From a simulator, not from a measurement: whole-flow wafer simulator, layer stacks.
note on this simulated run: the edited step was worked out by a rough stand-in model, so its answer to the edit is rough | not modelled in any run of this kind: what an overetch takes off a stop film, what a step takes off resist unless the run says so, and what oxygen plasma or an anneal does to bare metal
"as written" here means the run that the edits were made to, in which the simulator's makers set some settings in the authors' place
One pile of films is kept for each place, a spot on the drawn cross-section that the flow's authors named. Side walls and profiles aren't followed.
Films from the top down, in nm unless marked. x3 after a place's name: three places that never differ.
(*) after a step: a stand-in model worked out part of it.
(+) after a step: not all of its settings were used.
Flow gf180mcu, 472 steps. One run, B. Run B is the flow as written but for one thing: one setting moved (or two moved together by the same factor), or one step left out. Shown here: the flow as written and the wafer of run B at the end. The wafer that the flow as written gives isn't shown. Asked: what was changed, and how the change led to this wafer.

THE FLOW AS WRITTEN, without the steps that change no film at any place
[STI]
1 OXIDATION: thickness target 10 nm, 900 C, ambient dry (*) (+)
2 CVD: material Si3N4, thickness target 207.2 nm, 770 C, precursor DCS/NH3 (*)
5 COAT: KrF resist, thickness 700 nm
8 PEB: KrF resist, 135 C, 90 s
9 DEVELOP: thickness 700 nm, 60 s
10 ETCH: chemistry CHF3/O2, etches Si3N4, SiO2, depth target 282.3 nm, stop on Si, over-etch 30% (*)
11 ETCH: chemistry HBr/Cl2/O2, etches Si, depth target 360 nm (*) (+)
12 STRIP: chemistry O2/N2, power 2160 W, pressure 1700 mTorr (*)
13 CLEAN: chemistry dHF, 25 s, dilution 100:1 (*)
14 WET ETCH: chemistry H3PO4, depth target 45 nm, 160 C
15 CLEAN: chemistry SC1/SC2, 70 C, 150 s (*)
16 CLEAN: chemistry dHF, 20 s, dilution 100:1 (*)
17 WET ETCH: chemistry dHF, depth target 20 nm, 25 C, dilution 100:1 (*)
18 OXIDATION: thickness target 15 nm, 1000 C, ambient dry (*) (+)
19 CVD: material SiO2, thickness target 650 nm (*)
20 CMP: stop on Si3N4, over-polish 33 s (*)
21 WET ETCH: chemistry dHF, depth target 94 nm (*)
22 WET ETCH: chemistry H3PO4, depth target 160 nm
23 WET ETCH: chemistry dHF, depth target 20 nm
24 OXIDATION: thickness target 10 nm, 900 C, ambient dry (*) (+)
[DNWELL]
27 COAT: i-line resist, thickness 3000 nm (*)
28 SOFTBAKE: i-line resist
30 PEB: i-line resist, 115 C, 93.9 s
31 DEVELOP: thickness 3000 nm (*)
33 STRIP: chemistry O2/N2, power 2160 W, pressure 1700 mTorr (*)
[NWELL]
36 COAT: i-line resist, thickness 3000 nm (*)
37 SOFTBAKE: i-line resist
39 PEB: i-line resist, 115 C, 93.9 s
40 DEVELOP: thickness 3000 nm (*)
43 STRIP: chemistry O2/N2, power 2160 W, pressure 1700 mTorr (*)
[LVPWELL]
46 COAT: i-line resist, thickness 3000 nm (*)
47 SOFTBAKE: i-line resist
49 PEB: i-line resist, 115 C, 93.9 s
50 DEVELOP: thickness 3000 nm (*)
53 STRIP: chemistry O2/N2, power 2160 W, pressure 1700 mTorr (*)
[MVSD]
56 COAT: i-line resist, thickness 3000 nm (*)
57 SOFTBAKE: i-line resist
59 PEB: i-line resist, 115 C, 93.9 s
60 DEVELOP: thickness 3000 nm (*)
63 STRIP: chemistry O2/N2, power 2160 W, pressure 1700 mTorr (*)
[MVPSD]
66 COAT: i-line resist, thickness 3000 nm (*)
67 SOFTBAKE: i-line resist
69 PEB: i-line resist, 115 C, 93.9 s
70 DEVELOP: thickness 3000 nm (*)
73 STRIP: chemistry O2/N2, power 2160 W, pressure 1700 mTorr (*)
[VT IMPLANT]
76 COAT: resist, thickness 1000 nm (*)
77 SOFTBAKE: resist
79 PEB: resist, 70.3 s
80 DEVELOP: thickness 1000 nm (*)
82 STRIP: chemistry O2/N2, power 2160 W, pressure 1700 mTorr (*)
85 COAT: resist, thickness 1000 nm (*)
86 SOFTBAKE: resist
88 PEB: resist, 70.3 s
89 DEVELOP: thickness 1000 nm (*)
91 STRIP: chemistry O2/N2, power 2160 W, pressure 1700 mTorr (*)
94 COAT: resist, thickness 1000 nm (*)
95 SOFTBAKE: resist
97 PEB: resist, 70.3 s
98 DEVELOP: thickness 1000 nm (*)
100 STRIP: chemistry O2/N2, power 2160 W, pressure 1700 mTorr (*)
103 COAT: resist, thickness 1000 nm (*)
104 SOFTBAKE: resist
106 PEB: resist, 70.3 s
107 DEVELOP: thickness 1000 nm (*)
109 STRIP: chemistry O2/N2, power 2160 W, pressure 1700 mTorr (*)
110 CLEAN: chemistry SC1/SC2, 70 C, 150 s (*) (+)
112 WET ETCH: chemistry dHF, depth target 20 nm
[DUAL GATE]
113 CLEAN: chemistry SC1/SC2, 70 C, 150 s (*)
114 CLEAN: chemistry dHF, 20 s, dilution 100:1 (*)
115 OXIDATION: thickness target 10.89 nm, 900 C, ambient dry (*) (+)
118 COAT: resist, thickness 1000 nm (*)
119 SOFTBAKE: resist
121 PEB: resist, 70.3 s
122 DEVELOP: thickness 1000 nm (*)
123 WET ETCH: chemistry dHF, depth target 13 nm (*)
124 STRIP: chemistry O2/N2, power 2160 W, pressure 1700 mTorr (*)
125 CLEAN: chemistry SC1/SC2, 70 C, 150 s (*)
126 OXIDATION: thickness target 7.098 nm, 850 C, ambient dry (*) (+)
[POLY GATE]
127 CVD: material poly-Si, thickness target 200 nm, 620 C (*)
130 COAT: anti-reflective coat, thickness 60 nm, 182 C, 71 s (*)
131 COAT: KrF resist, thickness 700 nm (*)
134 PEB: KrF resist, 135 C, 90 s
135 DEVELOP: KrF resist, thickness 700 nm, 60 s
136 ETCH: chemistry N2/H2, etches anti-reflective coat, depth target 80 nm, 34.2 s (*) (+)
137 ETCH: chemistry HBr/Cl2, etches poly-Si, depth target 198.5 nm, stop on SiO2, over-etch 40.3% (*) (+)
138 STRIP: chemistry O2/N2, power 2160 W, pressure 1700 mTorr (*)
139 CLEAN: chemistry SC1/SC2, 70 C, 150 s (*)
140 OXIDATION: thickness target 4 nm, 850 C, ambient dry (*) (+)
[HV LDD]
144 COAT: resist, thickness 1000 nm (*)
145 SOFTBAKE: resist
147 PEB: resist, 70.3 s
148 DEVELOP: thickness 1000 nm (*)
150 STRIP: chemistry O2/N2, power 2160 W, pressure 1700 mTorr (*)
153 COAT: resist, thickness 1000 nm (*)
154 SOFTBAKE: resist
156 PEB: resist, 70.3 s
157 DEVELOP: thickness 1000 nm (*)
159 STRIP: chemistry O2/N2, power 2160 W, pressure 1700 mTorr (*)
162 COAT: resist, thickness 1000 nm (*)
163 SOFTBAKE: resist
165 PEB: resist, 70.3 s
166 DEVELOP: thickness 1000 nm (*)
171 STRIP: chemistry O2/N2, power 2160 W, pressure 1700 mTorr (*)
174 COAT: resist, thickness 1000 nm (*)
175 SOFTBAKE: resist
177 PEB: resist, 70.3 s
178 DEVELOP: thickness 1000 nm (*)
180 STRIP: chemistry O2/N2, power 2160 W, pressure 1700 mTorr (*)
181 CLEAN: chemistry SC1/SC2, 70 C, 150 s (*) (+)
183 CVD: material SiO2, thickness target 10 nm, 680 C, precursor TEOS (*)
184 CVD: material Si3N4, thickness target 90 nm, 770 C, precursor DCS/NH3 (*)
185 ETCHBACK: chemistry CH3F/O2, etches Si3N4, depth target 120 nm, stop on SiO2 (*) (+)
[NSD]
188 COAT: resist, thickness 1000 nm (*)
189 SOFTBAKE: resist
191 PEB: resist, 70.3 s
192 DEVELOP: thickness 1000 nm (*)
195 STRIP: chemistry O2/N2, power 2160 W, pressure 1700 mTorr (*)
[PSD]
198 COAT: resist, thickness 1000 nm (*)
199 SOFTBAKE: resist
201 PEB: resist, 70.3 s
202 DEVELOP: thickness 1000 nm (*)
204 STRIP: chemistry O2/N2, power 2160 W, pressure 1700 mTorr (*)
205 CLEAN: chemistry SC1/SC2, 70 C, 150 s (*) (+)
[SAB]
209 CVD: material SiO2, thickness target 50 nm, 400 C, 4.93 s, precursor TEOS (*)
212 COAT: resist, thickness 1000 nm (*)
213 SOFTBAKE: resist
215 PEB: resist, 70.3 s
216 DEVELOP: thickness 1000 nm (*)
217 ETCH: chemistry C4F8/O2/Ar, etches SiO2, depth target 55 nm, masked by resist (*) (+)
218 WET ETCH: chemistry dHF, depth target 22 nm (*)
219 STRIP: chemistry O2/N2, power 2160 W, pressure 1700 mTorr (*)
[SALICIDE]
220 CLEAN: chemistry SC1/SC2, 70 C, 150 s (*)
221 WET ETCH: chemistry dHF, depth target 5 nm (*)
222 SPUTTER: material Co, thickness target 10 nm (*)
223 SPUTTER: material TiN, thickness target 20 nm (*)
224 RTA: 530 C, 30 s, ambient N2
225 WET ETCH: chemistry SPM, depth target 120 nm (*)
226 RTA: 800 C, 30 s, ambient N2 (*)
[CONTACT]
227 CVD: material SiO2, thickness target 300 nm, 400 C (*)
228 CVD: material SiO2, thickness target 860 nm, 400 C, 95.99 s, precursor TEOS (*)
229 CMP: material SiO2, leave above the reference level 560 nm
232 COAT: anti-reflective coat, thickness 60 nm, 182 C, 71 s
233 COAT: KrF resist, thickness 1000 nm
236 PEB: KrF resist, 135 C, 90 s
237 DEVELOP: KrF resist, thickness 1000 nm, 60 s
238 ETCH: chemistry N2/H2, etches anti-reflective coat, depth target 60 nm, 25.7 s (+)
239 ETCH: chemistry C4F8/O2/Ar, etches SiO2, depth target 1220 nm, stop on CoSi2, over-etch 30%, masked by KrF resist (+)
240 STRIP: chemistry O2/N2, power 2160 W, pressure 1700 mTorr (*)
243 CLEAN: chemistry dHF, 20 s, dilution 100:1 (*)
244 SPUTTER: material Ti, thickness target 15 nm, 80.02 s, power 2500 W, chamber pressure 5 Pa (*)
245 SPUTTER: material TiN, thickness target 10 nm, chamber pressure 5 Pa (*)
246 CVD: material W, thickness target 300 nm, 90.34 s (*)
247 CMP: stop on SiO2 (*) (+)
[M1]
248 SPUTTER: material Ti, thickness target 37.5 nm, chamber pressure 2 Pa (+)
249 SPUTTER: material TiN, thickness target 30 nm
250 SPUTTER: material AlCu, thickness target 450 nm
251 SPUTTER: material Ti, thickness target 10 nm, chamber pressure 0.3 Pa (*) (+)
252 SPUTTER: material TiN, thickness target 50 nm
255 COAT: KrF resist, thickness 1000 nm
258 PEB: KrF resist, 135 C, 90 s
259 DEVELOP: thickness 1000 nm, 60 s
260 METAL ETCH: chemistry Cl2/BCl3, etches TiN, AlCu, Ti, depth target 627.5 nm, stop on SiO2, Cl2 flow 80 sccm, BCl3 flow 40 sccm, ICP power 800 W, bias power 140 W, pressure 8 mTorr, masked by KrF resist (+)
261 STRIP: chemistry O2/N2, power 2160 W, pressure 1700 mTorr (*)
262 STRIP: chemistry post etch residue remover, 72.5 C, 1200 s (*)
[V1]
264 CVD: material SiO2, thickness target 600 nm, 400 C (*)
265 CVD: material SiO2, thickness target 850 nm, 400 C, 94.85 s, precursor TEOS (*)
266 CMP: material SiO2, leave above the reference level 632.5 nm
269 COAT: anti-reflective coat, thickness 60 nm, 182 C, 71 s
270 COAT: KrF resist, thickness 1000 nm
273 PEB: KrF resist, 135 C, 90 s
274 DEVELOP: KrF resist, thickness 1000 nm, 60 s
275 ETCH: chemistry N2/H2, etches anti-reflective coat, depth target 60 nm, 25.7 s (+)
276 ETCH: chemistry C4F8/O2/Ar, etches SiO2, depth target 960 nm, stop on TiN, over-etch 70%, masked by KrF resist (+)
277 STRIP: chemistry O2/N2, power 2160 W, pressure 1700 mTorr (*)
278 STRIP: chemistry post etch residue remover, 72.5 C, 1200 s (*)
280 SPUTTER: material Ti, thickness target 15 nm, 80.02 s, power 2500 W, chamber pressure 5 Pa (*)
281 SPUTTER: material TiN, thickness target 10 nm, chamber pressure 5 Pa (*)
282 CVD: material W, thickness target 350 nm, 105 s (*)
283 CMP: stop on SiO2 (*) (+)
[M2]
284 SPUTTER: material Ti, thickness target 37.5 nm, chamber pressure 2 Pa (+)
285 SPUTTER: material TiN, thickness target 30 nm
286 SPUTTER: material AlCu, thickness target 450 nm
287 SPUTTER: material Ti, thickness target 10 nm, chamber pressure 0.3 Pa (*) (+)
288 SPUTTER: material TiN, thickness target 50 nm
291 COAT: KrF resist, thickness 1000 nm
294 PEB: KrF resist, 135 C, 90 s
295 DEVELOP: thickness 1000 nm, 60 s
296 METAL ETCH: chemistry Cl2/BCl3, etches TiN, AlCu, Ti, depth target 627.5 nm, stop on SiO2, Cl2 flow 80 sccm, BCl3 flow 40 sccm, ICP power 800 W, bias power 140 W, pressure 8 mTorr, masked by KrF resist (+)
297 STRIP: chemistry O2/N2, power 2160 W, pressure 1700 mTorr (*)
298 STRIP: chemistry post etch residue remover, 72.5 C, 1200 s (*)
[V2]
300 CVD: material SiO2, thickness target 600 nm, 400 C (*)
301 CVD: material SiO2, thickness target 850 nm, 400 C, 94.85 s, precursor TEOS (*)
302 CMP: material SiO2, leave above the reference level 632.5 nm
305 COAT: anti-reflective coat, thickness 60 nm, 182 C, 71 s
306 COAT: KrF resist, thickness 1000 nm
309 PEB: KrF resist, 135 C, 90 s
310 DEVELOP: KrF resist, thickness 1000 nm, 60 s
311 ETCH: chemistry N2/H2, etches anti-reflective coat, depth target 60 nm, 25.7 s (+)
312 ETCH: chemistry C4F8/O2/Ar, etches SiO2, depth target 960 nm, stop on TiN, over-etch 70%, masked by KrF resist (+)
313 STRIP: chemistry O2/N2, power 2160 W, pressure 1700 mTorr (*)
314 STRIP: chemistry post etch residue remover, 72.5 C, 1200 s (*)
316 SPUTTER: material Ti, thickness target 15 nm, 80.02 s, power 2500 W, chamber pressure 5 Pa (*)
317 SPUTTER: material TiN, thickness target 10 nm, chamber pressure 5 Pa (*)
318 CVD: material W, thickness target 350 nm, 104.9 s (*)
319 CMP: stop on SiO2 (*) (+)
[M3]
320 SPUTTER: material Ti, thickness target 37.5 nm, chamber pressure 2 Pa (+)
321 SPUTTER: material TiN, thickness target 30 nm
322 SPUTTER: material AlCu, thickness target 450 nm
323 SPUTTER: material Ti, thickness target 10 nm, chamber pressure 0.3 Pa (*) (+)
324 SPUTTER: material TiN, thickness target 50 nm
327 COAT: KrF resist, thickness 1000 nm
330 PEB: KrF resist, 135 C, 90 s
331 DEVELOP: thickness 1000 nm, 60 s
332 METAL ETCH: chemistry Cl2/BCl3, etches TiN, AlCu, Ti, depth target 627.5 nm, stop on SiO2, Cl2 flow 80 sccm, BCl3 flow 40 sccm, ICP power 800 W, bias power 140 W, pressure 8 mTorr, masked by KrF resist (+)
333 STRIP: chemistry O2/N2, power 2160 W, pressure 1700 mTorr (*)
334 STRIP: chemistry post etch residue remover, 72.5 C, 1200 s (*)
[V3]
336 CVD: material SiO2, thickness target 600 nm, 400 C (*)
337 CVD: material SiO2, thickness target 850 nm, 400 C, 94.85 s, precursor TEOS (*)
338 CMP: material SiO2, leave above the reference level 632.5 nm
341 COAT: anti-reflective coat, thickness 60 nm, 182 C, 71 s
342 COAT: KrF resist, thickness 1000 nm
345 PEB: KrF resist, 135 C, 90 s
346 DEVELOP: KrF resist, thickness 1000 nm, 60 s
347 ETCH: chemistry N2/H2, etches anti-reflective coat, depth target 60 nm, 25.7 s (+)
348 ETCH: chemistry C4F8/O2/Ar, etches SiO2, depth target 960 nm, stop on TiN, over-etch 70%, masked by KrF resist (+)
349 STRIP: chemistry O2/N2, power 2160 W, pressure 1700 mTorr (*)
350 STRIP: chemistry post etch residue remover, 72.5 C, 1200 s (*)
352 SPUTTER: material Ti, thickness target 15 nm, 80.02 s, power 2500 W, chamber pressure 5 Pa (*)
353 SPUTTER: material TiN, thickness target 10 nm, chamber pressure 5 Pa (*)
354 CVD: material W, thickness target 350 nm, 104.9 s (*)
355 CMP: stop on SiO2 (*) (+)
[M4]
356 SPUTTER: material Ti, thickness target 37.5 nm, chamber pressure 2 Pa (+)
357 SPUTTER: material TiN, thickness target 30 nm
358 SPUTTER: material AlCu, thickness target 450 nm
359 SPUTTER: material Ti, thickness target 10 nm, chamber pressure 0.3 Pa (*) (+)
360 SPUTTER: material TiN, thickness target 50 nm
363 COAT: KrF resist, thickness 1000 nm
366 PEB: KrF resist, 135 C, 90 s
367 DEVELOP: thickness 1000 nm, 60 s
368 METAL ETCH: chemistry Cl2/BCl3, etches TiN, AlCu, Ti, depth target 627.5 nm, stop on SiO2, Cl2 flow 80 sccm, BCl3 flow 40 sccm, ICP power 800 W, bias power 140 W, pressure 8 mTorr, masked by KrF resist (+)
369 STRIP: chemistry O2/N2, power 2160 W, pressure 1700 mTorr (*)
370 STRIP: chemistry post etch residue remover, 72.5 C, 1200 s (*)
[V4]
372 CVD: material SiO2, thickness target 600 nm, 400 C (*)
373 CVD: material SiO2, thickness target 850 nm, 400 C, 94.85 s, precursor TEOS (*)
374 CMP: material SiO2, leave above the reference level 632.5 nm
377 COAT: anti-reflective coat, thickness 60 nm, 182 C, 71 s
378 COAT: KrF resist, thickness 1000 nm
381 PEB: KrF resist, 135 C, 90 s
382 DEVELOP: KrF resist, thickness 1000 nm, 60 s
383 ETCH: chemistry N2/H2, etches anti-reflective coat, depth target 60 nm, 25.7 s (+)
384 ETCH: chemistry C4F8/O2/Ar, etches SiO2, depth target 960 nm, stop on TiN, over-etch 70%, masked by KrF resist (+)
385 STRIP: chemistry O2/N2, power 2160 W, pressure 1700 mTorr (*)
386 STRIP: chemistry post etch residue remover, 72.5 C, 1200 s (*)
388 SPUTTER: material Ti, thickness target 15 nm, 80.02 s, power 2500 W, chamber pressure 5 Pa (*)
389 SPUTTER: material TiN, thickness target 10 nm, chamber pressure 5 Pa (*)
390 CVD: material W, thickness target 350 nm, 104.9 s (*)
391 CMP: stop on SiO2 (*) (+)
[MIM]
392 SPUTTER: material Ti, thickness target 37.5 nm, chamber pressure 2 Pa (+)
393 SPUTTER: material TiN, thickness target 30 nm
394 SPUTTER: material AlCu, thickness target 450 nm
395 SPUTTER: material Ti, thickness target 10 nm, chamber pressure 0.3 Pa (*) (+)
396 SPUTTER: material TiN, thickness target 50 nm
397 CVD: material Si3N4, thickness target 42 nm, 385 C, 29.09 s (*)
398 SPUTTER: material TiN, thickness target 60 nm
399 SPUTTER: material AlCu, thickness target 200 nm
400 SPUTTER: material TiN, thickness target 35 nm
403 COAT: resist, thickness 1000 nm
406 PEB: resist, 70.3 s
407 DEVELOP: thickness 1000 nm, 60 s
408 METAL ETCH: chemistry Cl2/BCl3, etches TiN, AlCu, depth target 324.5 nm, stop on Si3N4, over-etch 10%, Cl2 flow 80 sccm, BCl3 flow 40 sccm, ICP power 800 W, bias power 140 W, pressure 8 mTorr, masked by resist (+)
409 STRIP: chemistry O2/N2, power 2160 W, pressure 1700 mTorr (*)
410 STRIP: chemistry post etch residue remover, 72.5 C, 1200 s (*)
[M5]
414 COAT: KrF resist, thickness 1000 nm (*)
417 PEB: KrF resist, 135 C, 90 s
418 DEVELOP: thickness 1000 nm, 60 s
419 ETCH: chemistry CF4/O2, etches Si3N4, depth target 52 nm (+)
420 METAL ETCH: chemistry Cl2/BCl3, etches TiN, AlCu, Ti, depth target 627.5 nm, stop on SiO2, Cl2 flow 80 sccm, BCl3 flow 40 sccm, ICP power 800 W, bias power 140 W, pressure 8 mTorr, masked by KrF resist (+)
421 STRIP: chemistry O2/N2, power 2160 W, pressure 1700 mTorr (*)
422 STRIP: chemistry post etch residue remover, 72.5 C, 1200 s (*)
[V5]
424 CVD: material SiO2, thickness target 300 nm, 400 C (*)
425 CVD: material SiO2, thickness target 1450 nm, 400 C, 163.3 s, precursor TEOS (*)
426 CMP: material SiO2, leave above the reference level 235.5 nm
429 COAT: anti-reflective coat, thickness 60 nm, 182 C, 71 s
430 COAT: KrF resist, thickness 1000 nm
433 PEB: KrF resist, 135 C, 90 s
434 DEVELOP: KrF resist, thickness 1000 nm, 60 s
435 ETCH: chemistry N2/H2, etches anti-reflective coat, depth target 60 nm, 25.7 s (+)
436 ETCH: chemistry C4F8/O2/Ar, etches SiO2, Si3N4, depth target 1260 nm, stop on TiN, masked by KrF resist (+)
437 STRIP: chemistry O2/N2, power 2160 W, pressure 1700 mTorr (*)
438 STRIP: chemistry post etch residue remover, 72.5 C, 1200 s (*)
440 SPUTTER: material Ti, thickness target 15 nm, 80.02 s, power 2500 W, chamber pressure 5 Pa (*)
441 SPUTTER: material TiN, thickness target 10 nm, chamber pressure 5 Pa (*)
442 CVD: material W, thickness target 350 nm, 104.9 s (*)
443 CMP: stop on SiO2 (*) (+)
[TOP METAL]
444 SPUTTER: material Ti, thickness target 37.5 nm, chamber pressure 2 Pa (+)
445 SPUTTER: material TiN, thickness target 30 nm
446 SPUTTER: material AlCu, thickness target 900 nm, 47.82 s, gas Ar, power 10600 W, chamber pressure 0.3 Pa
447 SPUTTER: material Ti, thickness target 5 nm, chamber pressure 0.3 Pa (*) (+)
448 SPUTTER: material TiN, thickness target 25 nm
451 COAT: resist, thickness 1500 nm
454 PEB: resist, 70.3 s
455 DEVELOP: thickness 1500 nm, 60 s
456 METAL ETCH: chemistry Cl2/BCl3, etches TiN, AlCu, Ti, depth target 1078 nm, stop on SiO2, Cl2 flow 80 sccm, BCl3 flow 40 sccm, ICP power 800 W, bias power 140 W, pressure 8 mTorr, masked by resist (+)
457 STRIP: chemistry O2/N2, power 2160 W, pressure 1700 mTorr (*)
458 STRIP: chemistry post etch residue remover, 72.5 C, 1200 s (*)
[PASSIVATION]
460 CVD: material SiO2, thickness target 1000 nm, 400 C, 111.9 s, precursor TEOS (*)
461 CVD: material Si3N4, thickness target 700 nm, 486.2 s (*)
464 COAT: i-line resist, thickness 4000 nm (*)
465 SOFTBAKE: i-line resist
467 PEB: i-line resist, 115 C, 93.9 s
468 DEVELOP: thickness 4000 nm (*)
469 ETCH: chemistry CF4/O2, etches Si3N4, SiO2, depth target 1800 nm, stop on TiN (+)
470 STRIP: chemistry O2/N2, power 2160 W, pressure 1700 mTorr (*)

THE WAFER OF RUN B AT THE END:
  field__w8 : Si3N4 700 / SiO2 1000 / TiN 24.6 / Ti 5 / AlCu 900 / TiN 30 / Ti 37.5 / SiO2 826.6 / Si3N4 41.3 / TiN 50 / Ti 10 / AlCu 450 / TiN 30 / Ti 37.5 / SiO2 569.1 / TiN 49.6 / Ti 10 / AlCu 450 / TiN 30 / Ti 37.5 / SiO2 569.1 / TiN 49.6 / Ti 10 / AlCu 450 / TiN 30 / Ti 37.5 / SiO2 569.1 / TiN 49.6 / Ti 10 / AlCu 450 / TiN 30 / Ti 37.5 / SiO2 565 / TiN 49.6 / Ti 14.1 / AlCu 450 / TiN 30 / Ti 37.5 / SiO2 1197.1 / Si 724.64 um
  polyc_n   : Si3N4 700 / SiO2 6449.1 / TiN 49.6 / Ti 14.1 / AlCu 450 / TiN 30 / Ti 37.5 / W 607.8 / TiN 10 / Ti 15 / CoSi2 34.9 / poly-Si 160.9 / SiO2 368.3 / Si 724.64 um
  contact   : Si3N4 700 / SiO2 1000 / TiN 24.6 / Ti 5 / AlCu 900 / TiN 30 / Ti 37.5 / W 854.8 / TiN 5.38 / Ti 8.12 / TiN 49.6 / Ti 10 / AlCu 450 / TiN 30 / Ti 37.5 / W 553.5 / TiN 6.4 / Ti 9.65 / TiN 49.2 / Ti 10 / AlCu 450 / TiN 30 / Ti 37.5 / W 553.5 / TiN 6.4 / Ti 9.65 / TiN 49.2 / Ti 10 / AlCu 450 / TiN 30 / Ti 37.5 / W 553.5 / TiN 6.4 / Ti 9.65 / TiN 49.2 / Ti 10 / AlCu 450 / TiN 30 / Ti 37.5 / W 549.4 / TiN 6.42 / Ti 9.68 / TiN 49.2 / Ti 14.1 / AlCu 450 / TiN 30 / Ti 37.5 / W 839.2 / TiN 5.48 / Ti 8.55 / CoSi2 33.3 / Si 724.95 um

The cause: step 251, SPUTTER: thickness target 14.1 nm was run, where the flow has thickness target 10 nm.
It can be read off the wafer: field__w8 has Ti 14.1, and step 251 as written asks for 10 nm.

How the change led to this, step by step:
  251 SPUTTER: material Ti, thickness target 10 nm, chamber pressure 0.3 Pa (*) (+)
      field, field__w1, field__w2 and 108 more: Ti +14.1 (new film) (as written it would be: Ti +10 (new film))
  260 METAL ETCH: chemistry Cl2/BCl3, etches TiN, AlCu, Ti, depth target 627.5 nm, stop on SiO2, Cl2 flow 80 sccm, BCl3 flow 40 sccm, ICP power 800 W, bias power 140 W, pressure 8 mTorr, masked by KrF resist (+)
      field, field__w1, field__w2 and 99 more: TiN -50 (all of it), Ti -14.1 (all of it), AlCu -450 (all of it), TiN -30 (all of it), Ti -37.5 (all of it) (as written it would be: TiN -50 (all of it), Ti -10 (all of it), AlCu -450 (all of it), TiN -30 (all of it), Ti -37.5 (all of it))
